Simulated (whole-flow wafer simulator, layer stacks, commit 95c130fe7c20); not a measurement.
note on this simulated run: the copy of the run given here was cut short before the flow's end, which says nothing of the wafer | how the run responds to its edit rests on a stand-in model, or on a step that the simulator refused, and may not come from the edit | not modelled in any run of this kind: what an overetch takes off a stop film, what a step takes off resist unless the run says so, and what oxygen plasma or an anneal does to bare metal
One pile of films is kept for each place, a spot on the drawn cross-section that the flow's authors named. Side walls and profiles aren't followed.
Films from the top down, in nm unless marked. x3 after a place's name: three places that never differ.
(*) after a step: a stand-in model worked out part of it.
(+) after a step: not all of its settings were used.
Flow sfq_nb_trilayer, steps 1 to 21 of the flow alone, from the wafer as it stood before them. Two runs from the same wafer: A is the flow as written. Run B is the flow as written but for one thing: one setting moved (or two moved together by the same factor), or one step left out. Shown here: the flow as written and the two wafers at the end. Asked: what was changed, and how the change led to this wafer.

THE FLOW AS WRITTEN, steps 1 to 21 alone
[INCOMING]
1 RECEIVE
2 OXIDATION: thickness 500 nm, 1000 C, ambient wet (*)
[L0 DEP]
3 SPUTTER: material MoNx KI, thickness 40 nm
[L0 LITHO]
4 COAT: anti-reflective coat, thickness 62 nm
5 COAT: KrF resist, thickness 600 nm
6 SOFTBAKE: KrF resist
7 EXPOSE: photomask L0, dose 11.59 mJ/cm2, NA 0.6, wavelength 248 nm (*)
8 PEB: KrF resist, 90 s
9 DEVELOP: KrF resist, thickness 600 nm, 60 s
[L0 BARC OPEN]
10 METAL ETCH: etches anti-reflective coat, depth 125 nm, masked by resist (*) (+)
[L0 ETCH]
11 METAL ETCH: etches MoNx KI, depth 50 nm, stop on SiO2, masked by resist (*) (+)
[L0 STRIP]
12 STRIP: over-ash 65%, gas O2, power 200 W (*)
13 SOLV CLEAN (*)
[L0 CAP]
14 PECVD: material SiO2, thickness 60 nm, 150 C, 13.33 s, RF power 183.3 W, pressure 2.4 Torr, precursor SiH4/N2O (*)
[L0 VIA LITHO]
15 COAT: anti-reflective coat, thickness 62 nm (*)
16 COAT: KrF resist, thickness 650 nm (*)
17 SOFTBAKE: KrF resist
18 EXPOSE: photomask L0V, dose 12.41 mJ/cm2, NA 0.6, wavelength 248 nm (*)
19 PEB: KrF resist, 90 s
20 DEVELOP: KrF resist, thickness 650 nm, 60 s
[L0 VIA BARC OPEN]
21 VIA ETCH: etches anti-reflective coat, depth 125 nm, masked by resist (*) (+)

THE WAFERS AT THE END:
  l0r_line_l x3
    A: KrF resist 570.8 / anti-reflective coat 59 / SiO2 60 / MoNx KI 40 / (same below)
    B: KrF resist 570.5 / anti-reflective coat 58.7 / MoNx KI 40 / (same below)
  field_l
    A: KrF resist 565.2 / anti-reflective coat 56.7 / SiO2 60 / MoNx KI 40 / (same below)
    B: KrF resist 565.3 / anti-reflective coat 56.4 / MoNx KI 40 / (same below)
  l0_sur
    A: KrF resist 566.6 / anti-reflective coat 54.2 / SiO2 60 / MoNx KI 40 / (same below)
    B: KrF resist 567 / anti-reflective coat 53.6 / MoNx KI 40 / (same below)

The cause: step 14, PECVD: material SiO2, thickness 60 nm, 150 C, 13.33 s, RF power 183.3 W, pressure 2.4 Torr, precursor SiH4/N2O (*), was left out.

How the change led to this, step by step:
  15 COAT: anti-reflective coat, thickness 62 nm (*)
      l0r_space_c: A anti-reflective coat +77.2 (new film) | B anti-reflective coat +75.1 (new film)
